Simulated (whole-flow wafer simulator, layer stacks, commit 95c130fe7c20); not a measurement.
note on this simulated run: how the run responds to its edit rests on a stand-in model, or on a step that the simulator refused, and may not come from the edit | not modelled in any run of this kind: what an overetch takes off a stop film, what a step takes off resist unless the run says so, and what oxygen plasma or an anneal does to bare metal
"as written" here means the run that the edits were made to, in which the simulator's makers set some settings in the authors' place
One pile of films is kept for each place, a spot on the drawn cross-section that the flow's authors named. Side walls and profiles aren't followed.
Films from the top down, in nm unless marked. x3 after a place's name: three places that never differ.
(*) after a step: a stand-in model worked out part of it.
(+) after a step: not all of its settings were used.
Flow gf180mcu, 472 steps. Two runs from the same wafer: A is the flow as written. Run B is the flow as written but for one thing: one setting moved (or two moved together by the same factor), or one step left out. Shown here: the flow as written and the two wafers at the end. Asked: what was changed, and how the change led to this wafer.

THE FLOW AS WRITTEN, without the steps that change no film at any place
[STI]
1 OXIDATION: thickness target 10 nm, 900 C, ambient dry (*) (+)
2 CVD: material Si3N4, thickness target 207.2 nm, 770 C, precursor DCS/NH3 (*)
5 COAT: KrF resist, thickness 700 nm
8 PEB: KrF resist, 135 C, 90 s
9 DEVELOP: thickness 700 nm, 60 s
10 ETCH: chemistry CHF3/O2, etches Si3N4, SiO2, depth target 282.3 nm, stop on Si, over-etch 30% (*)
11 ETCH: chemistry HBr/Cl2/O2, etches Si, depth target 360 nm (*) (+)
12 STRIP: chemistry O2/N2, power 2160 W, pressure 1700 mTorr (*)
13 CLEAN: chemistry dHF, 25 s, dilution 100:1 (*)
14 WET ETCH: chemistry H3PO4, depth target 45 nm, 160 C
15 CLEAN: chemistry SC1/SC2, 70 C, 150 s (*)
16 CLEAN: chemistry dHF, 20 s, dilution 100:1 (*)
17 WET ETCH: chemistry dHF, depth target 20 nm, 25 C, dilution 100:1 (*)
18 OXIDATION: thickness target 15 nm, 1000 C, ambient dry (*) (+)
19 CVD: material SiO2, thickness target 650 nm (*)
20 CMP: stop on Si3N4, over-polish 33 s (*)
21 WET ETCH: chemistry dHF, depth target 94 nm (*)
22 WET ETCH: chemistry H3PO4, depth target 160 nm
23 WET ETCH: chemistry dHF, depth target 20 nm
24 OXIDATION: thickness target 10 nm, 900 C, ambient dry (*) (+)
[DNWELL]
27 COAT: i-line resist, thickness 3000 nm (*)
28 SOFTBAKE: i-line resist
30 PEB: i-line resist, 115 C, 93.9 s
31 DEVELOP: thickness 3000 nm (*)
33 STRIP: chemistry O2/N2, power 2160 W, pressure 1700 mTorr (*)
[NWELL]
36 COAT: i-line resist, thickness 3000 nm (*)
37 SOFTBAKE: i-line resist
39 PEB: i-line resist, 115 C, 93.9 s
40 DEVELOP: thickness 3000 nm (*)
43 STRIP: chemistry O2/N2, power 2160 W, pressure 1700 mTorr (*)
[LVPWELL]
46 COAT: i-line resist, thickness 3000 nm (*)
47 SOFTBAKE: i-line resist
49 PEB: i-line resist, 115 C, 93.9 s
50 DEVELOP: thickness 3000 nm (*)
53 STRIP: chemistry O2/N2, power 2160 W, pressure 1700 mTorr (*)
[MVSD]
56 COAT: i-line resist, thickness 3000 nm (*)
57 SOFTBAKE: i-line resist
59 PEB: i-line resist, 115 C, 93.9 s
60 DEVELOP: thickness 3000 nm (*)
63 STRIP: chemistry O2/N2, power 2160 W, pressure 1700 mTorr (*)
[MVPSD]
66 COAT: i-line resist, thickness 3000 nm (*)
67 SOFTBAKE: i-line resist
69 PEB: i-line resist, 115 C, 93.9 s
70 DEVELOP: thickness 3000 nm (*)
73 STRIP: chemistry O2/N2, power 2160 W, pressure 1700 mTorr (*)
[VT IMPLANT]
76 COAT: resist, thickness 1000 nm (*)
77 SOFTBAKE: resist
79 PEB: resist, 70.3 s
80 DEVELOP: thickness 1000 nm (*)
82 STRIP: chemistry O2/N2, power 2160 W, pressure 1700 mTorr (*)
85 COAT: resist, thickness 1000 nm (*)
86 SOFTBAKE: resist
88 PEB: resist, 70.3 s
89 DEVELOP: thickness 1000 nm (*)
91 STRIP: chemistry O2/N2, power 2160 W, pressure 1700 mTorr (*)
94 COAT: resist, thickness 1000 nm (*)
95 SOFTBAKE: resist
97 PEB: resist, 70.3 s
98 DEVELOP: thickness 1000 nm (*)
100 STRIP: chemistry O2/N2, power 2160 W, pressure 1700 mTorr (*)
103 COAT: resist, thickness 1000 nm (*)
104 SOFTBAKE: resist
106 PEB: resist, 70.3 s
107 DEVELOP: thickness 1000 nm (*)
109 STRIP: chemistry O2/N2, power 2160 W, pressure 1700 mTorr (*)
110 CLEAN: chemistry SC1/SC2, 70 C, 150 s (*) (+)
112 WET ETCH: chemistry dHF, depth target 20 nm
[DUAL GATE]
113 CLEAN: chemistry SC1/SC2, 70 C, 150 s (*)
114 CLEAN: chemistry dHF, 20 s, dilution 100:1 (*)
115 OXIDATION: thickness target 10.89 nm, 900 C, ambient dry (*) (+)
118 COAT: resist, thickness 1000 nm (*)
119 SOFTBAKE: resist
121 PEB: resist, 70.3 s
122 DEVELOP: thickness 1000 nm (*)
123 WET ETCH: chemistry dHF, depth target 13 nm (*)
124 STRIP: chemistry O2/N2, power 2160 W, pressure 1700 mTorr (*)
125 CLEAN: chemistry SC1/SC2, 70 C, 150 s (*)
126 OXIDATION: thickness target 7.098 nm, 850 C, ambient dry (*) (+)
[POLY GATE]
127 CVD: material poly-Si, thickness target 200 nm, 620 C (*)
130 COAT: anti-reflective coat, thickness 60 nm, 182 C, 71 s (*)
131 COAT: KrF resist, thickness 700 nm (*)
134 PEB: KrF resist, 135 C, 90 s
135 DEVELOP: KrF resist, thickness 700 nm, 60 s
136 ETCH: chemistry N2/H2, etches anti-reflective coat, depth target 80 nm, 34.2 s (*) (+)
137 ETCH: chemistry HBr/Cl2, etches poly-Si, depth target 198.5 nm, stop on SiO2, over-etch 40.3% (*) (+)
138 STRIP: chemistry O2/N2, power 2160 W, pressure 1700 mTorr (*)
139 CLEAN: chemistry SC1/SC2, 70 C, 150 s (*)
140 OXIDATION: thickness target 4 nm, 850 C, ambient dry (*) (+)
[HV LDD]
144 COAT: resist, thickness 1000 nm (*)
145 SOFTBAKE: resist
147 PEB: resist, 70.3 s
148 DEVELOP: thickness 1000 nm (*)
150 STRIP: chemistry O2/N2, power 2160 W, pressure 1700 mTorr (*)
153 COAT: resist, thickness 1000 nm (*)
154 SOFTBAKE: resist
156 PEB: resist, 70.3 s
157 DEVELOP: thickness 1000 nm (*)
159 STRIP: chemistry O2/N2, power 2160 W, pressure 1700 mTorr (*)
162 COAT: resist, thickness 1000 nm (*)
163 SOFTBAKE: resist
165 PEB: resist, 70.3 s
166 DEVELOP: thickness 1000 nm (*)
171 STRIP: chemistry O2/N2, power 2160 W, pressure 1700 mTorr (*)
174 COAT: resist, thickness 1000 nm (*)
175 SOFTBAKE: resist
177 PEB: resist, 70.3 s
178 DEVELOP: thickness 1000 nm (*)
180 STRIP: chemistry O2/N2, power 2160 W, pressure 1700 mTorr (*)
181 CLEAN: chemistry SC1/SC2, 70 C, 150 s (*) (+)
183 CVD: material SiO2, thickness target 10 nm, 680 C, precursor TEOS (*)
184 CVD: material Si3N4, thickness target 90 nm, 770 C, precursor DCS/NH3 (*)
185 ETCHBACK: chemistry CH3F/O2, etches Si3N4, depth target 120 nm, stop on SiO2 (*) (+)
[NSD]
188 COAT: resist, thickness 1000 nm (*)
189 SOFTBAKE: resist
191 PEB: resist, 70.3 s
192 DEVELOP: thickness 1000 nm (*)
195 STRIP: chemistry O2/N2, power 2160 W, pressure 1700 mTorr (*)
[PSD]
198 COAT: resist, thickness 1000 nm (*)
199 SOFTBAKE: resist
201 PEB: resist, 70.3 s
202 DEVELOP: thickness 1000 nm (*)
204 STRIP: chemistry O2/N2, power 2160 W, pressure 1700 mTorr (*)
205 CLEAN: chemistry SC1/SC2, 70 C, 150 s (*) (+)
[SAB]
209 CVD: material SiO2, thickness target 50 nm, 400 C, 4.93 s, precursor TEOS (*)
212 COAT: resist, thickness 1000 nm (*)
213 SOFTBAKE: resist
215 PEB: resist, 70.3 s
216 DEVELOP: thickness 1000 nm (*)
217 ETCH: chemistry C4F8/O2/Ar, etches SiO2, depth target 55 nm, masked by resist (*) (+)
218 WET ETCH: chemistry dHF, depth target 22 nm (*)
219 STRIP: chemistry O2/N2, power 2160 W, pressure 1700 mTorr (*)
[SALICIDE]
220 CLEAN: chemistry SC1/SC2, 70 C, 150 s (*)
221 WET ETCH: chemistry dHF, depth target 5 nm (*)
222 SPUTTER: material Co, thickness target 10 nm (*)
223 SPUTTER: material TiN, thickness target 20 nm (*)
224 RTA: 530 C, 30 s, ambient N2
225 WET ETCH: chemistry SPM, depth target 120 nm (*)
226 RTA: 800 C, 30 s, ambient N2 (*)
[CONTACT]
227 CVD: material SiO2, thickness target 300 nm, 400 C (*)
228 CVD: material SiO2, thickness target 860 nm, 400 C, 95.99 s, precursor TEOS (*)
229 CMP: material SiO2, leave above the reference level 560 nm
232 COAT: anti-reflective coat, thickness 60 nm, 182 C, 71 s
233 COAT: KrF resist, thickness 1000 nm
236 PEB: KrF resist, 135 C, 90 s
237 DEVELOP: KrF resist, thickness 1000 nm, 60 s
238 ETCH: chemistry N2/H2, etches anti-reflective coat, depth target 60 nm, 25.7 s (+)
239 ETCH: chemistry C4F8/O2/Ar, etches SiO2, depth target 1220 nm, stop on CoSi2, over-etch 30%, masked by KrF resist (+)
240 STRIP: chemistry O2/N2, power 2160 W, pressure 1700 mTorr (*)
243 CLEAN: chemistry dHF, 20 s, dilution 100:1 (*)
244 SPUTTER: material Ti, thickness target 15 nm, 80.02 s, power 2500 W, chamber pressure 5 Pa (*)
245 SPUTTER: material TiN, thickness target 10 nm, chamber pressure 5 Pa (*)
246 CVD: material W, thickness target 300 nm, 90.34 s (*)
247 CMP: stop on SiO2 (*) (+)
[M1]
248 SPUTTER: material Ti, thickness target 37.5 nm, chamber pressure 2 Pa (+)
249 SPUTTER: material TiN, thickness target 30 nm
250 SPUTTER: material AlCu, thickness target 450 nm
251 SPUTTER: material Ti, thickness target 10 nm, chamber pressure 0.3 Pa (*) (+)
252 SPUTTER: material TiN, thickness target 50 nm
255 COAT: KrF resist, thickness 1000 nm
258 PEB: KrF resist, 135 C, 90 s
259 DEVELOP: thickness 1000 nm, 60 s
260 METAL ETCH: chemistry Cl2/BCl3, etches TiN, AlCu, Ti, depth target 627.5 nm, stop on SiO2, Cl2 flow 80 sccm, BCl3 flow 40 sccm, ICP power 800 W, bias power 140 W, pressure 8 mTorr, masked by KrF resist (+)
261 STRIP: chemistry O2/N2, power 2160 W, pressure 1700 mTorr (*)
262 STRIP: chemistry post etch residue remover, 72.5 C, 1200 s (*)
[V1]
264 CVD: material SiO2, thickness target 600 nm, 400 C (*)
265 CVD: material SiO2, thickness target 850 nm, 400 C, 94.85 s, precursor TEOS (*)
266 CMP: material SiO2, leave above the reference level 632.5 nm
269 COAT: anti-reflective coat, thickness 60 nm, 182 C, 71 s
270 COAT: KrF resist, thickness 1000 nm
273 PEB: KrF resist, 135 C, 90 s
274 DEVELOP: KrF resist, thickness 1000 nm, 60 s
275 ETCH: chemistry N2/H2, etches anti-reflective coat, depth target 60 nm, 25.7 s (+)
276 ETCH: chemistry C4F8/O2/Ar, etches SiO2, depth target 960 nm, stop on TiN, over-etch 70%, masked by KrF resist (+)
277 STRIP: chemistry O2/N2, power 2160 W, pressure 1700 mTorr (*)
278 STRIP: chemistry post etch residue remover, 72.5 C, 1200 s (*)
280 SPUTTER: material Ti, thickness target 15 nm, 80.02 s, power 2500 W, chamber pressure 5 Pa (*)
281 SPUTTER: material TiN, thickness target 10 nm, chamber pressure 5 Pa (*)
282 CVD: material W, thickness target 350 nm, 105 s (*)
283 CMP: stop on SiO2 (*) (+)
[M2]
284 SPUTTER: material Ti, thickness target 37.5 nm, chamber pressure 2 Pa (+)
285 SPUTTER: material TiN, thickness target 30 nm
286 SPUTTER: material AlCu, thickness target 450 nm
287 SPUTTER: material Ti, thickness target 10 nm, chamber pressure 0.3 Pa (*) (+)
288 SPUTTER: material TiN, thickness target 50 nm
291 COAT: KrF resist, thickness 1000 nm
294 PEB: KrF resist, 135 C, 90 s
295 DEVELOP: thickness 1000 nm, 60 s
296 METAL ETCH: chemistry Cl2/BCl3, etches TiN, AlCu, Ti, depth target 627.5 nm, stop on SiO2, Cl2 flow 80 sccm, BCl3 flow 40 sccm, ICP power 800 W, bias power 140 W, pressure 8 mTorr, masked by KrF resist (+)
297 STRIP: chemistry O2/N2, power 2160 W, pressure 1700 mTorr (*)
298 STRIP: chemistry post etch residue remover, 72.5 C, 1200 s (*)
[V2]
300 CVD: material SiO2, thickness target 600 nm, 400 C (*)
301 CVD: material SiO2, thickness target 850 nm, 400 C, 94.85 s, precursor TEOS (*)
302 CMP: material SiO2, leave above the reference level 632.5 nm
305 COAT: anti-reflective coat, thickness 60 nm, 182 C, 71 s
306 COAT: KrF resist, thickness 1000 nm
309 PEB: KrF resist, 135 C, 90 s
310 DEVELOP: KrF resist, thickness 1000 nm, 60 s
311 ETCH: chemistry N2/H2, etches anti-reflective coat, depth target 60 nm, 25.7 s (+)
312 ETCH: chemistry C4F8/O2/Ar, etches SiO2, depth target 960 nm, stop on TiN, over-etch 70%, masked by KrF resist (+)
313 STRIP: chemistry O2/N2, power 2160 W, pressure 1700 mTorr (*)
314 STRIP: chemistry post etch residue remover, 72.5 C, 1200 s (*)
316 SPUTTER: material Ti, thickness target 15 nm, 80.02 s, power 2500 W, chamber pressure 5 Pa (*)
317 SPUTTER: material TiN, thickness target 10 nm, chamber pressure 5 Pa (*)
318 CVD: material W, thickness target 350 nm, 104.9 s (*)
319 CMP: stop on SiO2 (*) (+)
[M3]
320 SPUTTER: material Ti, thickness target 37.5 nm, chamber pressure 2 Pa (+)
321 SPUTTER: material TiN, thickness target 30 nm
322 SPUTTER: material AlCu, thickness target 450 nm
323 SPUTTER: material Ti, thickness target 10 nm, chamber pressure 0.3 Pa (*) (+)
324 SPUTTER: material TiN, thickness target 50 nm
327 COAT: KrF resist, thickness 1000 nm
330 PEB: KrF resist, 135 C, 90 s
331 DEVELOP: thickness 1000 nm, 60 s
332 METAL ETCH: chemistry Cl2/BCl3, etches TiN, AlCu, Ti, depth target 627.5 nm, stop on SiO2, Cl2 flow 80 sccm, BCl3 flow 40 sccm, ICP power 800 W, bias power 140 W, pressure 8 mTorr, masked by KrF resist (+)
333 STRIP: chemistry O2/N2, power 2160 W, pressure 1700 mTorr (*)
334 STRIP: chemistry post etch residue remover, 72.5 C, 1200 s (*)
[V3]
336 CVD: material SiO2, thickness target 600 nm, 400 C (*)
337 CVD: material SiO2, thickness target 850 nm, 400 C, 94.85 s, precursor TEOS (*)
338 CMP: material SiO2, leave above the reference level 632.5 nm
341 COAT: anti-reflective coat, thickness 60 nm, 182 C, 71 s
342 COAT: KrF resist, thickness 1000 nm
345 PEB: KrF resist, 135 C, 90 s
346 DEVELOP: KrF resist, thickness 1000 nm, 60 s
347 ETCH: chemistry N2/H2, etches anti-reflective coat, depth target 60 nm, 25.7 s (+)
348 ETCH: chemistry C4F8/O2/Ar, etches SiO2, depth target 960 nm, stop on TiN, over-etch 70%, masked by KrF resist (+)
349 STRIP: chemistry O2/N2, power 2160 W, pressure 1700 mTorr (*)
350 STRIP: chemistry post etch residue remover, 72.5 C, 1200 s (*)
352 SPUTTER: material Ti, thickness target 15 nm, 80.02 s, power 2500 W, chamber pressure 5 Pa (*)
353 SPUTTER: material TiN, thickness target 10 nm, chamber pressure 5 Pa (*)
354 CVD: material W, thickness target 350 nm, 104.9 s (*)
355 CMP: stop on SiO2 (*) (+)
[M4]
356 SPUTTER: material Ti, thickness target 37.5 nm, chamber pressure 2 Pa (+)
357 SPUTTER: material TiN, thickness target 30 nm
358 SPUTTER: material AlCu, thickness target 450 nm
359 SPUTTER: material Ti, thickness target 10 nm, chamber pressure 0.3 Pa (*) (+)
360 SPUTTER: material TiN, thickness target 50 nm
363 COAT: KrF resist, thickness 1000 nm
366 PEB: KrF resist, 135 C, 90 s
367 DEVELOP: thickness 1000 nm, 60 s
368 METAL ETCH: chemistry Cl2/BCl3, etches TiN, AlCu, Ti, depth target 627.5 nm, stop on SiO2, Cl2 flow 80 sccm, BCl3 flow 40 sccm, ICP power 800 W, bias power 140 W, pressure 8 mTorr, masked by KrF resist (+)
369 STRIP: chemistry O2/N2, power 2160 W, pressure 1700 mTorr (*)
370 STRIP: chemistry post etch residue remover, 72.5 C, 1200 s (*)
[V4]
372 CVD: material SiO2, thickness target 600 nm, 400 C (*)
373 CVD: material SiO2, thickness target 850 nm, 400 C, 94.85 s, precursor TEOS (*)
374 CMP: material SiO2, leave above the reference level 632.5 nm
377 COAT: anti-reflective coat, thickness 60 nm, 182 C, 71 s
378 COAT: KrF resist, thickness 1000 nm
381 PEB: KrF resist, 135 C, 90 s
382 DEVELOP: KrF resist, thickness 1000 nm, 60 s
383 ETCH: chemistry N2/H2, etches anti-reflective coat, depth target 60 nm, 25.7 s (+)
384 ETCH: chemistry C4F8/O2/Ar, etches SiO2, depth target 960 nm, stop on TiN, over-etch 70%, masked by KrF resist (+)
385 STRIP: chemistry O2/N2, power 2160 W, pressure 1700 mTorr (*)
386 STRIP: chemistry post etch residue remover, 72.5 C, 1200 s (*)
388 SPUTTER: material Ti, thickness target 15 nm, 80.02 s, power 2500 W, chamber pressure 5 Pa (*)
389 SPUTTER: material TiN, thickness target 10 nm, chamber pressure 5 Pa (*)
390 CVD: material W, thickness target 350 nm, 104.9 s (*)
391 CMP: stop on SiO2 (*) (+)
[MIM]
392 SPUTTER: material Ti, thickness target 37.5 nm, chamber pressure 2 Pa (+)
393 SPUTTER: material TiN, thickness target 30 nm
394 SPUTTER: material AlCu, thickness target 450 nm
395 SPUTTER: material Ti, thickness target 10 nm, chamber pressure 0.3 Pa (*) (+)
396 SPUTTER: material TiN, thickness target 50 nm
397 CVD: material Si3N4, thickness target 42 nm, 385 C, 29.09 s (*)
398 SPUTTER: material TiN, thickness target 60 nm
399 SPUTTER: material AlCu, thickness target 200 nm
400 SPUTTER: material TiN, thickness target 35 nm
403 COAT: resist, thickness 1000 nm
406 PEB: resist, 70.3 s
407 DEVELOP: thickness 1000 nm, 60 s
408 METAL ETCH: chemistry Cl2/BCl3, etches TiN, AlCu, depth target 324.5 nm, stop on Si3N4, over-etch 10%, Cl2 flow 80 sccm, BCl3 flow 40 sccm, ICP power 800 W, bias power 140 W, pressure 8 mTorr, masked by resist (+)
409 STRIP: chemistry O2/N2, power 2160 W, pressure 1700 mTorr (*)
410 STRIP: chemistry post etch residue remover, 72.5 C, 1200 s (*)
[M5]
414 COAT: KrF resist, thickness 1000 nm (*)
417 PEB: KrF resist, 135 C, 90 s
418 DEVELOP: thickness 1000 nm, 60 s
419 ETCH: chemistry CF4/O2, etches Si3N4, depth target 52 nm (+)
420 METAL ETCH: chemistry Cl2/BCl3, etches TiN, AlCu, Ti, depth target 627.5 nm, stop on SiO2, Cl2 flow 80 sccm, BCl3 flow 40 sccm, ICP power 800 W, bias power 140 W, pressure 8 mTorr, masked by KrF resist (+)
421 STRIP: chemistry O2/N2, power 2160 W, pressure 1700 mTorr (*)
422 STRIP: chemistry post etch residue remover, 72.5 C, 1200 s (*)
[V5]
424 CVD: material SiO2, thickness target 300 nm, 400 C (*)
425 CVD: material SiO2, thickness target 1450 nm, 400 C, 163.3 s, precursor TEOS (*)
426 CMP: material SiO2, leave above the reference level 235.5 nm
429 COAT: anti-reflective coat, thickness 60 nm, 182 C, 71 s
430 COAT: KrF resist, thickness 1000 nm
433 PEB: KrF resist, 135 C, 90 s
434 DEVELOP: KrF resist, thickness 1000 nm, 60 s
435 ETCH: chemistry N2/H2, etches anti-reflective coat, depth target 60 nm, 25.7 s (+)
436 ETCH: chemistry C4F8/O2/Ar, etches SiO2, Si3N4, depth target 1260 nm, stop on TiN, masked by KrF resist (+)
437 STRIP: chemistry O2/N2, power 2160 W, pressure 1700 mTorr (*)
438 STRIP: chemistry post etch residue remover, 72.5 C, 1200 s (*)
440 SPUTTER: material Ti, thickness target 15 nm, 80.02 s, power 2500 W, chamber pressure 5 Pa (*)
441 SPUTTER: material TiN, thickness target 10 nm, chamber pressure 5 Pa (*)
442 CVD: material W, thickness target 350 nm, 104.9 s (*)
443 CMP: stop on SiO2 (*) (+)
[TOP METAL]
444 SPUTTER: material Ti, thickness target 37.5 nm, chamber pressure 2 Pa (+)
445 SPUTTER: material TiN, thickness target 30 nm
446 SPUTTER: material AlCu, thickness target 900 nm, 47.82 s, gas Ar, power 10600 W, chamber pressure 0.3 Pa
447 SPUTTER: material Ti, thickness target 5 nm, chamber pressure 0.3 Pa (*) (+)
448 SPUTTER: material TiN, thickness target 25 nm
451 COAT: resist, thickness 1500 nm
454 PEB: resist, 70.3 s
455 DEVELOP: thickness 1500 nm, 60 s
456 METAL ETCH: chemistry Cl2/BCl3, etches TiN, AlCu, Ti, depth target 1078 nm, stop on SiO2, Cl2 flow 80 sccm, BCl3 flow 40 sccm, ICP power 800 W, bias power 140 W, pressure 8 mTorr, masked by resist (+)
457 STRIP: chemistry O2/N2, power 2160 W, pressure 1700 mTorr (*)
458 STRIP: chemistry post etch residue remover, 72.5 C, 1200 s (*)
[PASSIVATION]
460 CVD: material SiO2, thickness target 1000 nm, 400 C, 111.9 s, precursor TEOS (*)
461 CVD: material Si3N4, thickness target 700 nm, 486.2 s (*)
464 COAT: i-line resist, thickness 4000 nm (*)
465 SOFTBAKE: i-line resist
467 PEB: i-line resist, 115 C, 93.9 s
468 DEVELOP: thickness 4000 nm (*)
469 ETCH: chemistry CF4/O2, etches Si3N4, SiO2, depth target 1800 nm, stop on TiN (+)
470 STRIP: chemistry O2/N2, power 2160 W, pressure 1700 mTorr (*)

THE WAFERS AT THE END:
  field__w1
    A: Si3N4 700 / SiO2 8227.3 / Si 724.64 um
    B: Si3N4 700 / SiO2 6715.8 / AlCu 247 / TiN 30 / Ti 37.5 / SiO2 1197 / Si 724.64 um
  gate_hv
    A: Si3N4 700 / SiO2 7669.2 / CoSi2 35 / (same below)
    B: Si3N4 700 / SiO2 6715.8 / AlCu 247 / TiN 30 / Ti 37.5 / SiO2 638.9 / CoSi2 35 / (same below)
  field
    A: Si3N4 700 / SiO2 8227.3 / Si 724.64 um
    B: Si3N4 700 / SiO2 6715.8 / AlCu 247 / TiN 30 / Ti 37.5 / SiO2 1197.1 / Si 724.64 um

The cause: step 260, METAL ETCH: depth target 257.3 nm was run, where the flow has depth target 627.5 nm.

How the change led to this, step by step:
  260 METAL ETCH: chemistry Cl2/BCl3, etches TiN, AlCu, Ti, depth target 627.5 nm, stop on SiO2, Cl2 flow 80 sccm, BCl3 flow 40 sccm, ICP power 800 W, bias power 140 W, pressure 8 mTorr, masked by KrF resist (+)
      field, field__w1, field__w2 and 99 more: A TiN -50 (all of it), Ti -10 (all of it), AlCu -450 (all of it), TiN -30 (all of it), Ti -37.5 (all of it) | B TiN -50 (all of it), Ti -10 (all of it), AlCu -197.3
      field__w8, contact, m1 and 6 more: A KrF resist -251 | B KrF resist -102.9
  261 STRIP: chemistry O2/N2, power 2160 W, pressure 1700 mTorr (*)
      field__w8, contact, m1 and 6 more: A KrF resist -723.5 (all of it) | B KrF resist -871.6 (all of it)
  262 STRIP: chemistry post etch residue remover, 72.5 C, 1200 s (*)
      field, field__w1, field__w2 and 99 more: A nothing | B AlCu -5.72
  264 CVD: material SiO2, thickness target 600 nm, 400 C (*)
      field, field__w1, field__w2 and 99 more: A SiO2 +600 | B SiO2 +600 (new film)
  266 CMP: material SiO2, leave above the reference level 632.5 nm
      field, field__w1, field__w2 and 99 more: A SiO2 -300 | B SiO2 -614.5
Counting metal films that touch as one body, field__w1 has 1 body; the flow as written gives 0 bodies.
Counting metal films that touch as one body, gate_hv has 2 bodies (between them, from the top down: SiO2 638.9); the flow as written gives 1 body.
Counting metal films that touch as one body, field has 1 body; the flow as written gives 0 bodies.
